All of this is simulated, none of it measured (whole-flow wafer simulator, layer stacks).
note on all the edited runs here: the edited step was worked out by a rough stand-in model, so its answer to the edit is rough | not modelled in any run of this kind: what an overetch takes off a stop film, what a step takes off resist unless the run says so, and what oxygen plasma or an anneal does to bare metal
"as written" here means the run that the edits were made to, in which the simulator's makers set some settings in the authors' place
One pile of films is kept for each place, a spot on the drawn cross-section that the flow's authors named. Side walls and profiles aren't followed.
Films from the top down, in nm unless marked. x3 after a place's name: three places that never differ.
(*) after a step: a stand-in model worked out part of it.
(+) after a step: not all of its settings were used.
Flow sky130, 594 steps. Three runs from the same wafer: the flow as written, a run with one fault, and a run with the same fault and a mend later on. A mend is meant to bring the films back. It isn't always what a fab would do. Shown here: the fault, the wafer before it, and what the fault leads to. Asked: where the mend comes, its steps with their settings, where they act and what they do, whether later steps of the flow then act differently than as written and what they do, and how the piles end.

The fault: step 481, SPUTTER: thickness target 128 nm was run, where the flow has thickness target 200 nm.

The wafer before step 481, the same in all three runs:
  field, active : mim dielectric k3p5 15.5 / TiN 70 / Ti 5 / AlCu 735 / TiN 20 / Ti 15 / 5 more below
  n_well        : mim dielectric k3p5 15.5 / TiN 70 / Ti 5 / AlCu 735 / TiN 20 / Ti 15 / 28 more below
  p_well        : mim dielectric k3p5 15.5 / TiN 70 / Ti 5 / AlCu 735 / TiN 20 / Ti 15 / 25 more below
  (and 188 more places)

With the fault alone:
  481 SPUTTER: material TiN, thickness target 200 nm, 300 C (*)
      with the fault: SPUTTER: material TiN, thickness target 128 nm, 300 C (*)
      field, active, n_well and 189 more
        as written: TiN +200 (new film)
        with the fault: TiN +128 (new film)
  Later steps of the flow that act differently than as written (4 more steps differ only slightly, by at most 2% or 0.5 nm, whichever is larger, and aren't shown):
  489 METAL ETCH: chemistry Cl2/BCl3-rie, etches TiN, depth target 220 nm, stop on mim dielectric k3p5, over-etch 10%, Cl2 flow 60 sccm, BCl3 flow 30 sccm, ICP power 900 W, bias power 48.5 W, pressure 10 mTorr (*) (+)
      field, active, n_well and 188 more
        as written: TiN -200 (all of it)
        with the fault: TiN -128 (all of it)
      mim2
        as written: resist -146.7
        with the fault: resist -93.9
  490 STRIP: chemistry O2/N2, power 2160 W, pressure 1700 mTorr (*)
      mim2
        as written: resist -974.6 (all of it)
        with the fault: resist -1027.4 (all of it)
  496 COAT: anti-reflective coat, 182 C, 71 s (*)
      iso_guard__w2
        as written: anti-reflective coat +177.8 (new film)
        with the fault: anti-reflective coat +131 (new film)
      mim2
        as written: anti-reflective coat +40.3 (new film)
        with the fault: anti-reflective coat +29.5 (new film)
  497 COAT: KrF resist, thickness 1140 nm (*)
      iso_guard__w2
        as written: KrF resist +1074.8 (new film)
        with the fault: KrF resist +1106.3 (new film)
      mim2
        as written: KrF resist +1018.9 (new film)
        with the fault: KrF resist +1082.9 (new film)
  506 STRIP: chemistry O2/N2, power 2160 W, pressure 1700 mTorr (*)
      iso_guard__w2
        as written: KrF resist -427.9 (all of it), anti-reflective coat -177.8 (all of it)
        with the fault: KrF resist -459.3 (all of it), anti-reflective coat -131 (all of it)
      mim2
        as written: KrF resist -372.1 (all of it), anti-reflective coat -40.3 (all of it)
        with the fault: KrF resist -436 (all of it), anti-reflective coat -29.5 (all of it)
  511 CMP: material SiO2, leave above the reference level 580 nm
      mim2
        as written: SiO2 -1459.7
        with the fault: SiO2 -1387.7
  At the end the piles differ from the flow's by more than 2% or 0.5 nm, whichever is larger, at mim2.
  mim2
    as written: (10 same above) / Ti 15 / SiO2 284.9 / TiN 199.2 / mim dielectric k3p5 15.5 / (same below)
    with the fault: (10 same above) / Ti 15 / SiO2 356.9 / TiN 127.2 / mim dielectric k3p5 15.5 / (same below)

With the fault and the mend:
  The mend comes after step 488.
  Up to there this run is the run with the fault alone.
  488a STRIP: chemistry O2/N2, power 2160 W, pressure 1700 mTorr (*)
      mim2
        resist -1121.3 (all of it)
  488b SPUTTER: material TiN, thickness target 72 nm, 300 C (*) (the flow's step 481 once more, with other settings)
      field, active, n_well and 189 more
        TiN +72
  488c HMDS: 120 C, 60 s (the flow's step 483 once more)
      changes no film at any place that is followed
  488d COAT: resist, thickness 1140 nm (the flow's step 484 once more)
      field, active, n_well and 187 more
        resist +1140 (new film)
      m1, via3_hole
        resist +1140.6 (new film)
  488e SOFTBAKE: resist (the flow's step 485 once more)
      changes no film at any place that is followed
  488f EXPOSE: photomask CAP2M, dose 177.7 mJ/cm2, NA 0.6, wavelength 365 nm (*) (the flow's step 486 once more)
      changes no film at any place that is followed
  488g PEB: resist, 70.3 s (the flow's step 487 once more)
      field, active, n_well and 189 more
        resist -18.7
  488h DEVELOP: resist, thickness 1140 nm, developer TMAH-0.26N, 60 s (the flow's step 488 once more)
      field, active, n_well and 186 more
        resist -1121.3 (all of it)
      m1, via3_hole
        resist -1121.9 (all of it)
  No later step of the flow acts differently than as written at any place that is followed.
  At the end the piles are the same as the flow's at every place that both follow.
